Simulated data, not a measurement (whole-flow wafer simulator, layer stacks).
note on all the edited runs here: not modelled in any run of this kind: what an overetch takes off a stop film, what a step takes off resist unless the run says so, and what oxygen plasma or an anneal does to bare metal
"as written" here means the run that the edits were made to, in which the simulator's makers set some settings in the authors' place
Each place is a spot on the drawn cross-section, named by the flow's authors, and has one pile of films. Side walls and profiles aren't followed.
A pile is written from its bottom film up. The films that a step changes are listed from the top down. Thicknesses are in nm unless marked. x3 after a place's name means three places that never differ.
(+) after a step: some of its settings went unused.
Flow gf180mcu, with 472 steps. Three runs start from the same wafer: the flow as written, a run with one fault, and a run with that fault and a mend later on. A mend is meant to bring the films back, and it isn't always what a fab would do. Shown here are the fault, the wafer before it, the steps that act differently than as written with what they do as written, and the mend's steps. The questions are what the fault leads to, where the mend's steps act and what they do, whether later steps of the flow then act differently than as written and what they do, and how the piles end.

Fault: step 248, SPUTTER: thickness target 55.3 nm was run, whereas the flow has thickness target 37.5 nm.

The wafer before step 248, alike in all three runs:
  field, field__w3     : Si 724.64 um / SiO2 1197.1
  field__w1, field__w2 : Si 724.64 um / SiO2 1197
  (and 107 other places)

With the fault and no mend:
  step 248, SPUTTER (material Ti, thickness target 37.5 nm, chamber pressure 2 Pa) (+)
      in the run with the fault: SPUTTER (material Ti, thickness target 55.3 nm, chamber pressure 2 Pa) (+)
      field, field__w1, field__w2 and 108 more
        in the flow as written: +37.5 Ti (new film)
        in the run with the fault: +55.3 Ti (new film)
  Steps further on in the flow that do not act as written:
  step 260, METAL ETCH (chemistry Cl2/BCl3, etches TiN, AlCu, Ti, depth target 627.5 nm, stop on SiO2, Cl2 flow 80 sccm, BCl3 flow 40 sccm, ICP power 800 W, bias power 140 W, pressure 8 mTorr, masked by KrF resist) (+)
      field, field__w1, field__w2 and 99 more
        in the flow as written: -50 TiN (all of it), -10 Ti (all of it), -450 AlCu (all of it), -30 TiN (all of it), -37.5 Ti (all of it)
        in the run with the fault: -50 TiN (all of it), -10 Ti (all of it), -450 AlCu (all of it), -30 TiN (all of it), -55.3 Ti (all of it)
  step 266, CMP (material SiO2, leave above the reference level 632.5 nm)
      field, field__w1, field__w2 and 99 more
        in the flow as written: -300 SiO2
        in the run with the fault: -282.2 SiO2
  By the end, the piles at field__w8, contact, m1 and 6 more depart from the flow's by more than 2% or 0.5 nm, whichever is larger.
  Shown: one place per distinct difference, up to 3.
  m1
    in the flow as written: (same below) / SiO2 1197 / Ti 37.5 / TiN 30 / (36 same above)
    in the run with the fault: (same below) / SiO2 1197 / Ti 55.3 / TiN 30 / (36 same above)
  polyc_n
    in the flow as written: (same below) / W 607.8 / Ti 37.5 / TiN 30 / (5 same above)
    in the run with the fault: (same below) / W 607.8 / Ti 55.3 / TiN 30 / (5 same above)
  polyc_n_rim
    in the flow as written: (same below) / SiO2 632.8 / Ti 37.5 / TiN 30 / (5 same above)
    in the run with the fault: (same below) / SiO2 632.8 / Ti 55.3 / TiN 30 / (5 same above)

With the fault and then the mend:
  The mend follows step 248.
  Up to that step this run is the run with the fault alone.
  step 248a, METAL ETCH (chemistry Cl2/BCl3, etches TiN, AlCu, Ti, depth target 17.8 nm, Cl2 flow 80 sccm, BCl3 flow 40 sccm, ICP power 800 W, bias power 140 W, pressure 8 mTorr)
      field, field__w1, field__w2 and 108 more
        -17.8 Ti
  None of the later steps of the flow acts differently than as written at any place that is followed.
  At every place that both follow, the piles at the end match the flow's.
